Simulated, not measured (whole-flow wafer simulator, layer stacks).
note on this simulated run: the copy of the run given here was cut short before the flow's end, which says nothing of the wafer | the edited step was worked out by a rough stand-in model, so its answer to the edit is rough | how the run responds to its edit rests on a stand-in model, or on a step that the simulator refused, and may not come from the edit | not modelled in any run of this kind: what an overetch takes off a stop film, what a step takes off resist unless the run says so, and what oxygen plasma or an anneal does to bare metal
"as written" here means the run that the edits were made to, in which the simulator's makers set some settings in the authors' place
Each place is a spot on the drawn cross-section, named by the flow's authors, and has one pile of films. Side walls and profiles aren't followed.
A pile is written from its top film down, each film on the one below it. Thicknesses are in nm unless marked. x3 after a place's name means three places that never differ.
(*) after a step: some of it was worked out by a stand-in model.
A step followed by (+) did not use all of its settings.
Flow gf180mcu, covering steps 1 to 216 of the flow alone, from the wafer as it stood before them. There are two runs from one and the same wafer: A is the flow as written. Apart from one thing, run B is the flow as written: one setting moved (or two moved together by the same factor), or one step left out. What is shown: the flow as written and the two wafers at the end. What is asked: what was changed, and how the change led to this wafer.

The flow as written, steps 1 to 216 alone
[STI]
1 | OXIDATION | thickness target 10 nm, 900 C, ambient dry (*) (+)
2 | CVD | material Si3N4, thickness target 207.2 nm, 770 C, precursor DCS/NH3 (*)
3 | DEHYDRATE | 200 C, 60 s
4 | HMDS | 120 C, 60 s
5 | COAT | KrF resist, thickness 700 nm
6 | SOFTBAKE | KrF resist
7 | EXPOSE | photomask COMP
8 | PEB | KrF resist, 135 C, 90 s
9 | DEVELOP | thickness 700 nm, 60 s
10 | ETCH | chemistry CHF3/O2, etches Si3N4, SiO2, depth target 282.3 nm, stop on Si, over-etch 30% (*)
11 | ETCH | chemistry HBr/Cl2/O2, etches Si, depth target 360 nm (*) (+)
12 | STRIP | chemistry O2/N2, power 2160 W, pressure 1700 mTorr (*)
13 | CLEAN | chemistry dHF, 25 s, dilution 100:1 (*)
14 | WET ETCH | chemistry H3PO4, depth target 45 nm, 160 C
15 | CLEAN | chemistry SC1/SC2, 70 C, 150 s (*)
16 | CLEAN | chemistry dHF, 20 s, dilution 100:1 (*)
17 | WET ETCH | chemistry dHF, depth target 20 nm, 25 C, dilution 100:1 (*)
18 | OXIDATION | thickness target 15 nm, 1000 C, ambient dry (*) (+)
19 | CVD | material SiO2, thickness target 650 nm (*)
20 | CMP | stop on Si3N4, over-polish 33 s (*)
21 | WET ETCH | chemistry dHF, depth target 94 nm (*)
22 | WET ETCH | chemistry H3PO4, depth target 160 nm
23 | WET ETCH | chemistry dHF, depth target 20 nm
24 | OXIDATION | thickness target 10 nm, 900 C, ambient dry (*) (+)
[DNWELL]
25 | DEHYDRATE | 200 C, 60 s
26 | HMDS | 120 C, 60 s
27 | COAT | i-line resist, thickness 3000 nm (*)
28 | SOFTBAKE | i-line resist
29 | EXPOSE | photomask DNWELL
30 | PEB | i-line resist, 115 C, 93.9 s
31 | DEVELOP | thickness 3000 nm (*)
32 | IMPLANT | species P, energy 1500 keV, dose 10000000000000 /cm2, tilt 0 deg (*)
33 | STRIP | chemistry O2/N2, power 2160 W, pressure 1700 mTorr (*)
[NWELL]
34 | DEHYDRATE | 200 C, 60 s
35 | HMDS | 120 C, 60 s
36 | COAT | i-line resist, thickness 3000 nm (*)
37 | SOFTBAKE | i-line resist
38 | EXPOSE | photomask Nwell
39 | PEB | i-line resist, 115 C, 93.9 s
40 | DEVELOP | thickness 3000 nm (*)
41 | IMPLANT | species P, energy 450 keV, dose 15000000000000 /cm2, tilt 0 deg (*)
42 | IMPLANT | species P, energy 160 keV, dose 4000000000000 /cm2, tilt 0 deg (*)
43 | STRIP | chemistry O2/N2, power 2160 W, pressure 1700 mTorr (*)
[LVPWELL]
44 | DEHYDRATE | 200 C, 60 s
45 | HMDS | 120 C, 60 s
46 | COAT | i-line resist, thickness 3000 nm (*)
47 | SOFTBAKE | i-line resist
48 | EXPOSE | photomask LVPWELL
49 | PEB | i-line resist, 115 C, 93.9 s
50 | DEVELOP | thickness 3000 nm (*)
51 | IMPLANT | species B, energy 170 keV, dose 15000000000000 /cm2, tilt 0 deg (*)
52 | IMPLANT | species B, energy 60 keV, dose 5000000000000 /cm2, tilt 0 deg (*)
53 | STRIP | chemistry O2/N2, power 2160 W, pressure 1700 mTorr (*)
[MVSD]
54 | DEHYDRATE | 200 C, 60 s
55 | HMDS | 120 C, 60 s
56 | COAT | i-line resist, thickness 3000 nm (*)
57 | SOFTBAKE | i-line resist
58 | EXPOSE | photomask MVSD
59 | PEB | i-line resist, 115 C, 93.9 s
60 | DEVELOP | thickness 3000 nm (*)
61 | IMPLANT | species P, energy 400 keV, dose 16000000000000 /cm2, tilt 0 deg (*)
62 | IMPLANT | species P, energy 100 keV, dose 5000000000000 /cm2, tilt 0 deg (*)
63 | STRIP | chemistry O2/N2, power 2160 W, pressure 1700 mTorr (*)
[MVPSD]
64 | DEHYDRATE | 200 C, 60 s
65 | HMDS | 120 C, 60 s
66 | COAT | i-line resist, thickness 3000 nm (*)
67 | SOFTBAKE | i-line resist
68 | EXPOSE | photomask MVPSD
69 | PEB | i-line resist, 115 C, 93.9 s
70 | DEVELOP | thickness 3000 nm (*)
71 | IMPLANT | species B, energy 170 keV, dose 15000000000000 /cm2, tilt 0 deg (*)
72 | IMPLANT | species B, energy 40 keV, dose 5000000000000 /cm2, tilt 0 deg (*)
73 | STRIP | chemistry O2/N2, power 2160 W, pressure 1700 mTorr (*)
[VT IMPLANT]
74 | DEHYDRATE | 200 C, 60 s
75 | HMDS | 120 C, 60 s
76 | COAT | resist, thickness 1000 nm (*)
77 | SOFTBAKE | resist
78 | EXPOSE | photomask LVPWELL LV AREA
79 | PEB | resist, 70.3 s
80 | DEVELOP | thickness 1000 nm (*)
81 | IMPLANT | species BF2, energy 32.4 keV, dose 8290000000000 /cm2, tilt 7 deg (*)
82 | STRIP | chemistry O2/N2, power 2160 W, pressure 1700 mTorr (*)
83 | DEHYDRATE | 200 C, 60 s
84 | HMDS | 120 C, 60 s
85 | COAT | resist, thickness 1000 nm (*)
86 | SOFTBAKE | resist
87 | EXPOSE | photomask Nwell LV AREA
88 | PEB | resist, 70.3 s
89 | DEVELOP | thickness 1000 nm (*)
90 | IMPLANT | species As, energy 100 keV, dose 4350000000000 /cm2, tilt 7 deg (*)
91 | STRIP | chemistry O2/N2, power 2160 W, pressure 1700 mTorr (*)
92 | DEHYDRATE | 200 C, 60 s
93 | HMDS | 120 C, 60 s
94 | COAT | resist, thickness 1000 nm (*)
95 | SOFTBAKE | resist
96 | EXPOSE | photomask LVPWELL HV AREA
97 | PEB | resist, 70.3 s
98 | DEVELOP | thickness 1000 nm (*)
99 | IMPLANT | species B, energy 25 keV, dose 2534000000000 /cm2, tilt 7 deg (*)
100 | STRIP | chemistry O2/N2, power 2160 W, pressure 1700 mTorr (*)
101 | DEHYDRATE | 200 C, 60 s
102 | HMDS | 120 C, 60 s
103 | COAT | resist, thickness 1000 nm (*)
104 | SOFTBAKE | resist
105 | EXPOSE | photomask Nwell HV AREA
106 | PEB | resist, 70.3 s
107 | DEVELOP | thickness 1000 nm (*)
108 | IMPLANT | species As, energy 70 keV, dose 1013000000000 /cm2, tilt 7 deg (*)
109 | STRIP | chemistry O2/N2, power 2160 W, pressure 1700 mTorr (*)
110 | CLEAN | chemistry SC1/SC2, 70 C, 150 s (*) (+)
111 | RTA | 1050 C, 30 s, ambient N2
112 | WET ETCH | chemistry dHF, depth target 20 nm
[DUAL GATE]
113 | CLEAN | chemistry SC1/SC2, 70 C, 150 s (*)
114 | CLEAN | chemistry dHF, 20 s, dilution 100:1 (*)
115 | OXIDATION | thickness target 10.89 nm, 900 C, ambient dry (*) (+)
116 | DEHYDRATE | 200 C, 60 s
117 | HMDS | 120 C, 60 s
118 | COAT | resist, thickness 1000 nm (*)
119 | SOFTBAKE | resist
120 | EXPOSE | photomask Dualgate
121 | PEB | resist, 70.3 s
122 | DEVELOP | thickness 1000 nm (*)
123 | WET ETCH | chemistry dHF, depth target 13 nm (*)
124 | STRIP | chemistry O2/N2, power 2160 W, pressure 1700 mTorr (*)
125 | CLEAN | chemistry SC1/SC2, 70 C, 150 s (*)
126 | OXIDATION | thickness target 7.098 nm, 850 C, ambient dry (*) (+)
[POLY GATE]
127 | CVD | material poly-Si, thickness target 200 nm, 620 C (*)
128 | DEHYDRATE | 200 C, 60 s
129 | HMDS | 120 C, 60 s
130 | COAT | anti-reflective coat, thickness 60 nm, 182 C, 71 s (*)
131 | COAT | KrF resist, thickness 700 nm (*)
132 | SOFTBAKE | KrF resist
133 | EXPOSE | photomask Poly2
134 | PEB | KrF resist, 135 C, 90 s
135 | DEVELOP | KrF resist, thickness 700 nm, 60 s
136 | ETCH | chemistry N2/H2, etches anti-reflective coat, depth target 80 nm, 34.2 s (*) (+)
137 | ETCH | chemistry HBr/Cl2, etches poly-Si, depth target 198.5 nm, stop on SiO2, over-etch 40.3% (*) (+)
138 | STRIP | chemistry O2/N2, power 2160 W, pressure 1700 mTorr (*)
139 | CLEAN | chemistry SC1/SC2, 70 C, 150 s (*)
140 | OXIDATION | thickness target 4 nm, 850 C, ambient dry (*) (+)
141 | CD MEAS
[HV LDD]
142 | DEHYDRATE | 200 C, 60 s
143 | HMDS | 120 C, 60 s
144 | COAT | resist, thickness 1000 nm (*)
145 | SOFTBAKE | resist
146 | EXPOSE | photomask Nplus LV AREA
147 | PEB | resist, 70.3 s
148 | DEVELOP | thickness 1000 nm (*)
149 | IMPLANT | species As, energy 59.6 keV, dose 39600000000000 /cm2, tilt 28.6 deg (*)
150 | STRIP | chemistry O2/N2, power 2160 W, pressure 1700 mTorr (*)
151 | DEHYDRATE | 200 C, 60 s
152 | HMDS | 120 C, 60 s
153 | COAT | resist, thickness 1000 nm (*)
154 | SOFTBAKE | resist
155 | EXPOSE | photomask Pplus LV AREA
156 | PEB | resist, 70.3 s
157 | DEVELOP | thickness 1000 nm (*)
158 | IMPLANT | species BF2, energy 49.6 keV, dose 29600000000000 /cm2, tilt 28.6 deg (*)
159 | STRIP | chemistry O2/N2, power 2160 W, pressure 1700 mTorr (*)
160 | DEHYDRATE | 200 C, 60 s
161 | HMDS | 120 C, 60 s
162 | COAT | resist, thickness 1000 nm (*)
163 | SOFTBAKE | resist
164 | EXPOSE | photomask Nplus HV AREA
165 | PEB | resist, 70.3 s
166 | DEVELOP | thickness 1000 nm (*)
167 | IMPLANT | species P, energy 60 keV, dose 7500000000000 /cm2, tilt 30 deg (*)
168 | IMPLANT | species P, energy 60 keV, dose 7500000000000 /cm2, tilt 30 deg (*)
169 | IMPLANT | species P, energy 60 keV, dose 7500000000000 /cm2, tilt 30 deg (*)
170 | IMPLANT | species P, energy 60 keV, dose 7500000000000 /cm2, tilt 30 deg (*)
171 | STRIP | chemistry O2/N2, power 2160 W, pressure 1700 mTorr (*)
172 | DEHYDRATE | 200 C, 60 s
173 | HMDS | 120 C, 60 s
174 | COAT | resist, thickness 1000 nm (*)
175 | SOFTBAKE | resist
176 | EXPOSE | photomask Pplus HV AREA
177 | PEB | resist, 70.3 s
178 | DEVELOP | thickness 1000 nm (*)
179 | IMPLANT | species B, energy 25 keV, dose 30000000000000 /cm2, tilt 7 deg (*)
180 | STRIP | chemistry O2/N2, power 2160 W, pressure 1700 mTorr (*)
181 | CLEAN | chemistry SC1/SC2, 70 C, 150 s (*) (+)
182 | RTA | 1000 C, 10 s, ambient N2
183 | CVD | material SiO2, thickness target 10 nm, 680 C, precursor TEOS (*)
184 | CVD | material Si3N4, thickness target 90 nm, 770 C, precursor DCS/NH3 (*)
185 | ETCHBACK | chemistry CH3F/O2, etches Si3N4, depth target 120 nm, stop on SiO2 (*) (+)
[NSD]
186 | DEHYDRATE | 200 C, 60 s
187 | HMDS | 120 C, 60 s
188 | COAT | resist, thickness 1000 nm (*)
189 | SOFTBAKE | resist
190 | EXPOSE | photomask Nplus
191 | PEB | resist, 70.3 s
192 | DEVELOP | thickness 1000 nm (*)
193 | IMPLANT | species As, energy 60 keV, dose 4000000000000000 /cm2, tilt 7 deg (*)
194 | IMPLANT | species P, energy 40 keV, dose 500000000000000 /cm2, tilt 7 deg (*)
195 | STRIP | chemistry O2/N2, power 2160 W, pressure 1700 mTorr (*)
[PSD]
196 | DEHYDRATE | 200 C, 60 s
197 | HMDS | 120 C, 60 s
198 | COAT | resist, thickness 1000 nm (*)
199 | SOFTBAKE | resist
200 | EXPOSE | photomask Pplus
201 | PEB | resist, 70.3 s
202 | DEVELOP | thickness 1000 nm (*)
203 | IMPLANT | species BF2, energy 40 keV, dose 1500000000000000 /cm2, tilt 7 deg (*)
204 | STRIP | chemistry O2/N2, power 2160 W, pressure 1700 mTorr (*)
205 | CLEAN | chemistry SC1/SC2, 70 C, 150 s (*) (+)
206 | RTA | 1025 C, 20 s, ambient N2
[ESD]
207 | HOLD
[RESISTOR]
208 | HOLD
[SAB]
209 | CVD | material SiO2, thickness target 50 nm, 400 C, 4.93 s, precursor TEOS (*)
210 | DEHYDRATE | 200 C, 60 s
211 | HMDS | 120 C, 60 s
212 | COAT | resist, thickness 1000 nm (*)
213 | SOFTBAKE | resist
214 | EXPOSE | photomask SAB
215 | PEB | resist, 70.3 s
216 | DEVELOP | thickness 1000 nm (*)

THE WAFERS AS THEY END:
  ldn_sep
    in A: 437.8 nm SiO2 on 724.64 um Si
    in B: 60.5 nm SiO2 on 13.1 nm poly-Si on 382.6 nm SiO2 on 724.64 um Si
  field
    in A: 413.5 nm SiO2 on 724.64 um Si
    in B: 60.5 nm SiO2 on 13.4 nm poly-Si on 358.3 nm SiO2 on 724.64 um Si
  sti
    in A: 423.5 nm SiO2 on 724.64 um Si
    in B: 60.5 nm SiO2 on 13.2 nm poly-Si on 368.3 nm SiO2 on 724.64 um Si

The reason: step 127, CVD: thickness target 295 nm was run, though the flow has thickness target 200 nm.

The path from the change to this, step by step:
  127 | CVD | material poly-Si, thickness target 200 nm, 620 C (*)
      field, field__w1, field__w2 and 89 more: A poly-Si gains 200 (new film) | B poly-Si gains 295 (new film)
  137 | ETCH | chemistry HBr/Cl2, etches poly-Si, depth target 198.5 nm, stop on SiO2, over-etch 40.3% (*) (+)
      field__w3, field__w12, field_sub and 14 more: A poly-Si loses 199 (all of it), SiO2 loses 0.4 | B poly-Si loses 278.5
      field__w6, sti, m1 and 11 more: A poly-Si loses 198.8 (all of it), SiO2 loses 0.4 | B poly-Si loses 278.5
      (and at 33 other places as well)
  138 | STRIP | chemistry O2/N2, power 2160 W, pressure 1700 mTorr (*)
      field, field__w1, field__w2 and 61 more: A nothing | B chemical SiO2 gains 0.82 (new film), poly-Si loses 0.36
  139 | CLEAN | chemistry SC1/SC2, 70 C, 150 s (*)
      field, field__w1, field__w2 and 34 more: A SiO2 loses 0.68 | B chemical SiO2 loses 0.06, poly-Si loses 0.27
  140 | OXIDATION | thickness target 4 nm, 850 C, ambient dry (*) (+)
      field, field__w1, field__w2 and 21 more: A SiO2 gains 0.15, Si loses 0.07 | B SiO2 gains 4 (new film), chemical SiO2 loses 0.76 (all of it), poly-Si loses 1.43
      active_hv, active_nat, ld_sd_n and 11 more: A SiO2 gains 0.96, Si loses 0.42 | B SiO2 gains 4 (new film), chemical SiO2 loses 0.76 (all of it), poly-Si loses 1.43
      (and at 26 other places as well)
  144 | COAT | resist, thickness 1000 nm (*)
      polyc_n, polyc_p: A resist gains 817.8 (new film) | B resist gains 753.9 (new film)
      field_sub__w4: A resist gains 1047.7 (new film) | B resist gains 1070.5 (new film)
      (and at 30 other places as well)
  145 | SOFTBAKE | resist
      field: A resist loses 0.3 | B resist gains 3.68
      active_hv: A resist gains 0.44 | B resist loses 1.47
      (and at 74 other places as well)
  147 | PEB | resist, 70.3 s
      polyc_n, polyc_n_rim, polyc_p, polyc_p_rim: A resist loses 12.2 | B resist loses 11
      ldn_ch, ldn_acc, ldp_ch, ldp_acc: A resist loses 13 | B resist loses 11.9
      (and at 27 other places as well)
  148 | DEVELOP | thickness 1000 nm (*)
      gate: A resist loses 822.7 (all of it) | B resist loses 758.4 (all of it)
      npoly_u: A resist loses 821.5 (all of it) | B resist loses 759.2 (all of it)
      (and at 3 other places as well)
  150 | STRIP | chemistry O2/N2, power 2160 W, pressure 1700 mTorr (*)
      field: A resist loses 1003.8 (all of it) | B resist loses 1027.7 (all of it)
      field_sub__w4: A resist loses 1030.9 (all of it) | B resist loses 1053.3 (all of it)
      (and at 26 other places as well)
  153 | COAT | resist, thickness 1000 nm (*)
      polyc_n, polyc_p: A resist gains 817.8 (new film) | B resist gains 753.9 (new film)
      field_sub__w4: A resist gains 1047.7 (new film) | B resist gains 1070.5 (new film)
      (and at 30 other places as well)
  154 | SOFTBAKE | resist
      field: A resist loses 0.3 | B resist gains 3.68
      active_hv: A resist gains 0.44 | B resist loses 1.47
      (and at 74 other places as well)
  156 | PEB | resist, 70.3 s
      polyc_n, polyc_n_rim, polyc_p, polyc_p_rim: A resist loses 12.2 | B resist loses 11
      ldn_ch, ldn_acc, ldp_ch, ldp_acc: A resist loses 13 | B resist loses 11.9
      (and at 27 other places as well)
  157 | DEVELOP | thickness 1000 nm (*)
      gate_p: A resist loses 828.7 (all of it) | B resist loses 765.8 (all of it)
      ppoly_u: A resist loses 827 (all of it) | B resist loses 767 (all of it)
      (and at 3 other places as well)
  159 | STRIP | chemistry O2/N2, power 2160 W, pressure 1700 mTorr (*)
      field: A resist loses 1003.8 (all of it) | B resist loses 1027.7 (all of it)
      field_sub__w4: A resist loses 1030.9 (all of it) | B resist loses 1053.3 (all of it)
      (and at 26 other places as well)
  162 | COAT | resist, thickness 1000 nm (*)
      polyc_n, polyc_p: A resist gains 817.8 (new film) | B resist gains 753.9 (new film)
      field_sub__w4: A resist gains 1047.7 (new film) | B resist gains 1070.5 (new film)
      (and at 30 other places as well)
  ... 23 other steps ...
  216 | DEVELOP | thickness 1000 nm (*)
      field__w3, field__w12: A resist loses 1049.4 (all of it) | B resist loses 1072.8 (all of it)
      field__w2: A resist loses 1035.2 (all of it) | B resist loses 1058.9 (all of it)
      (and at 43 other places as well)
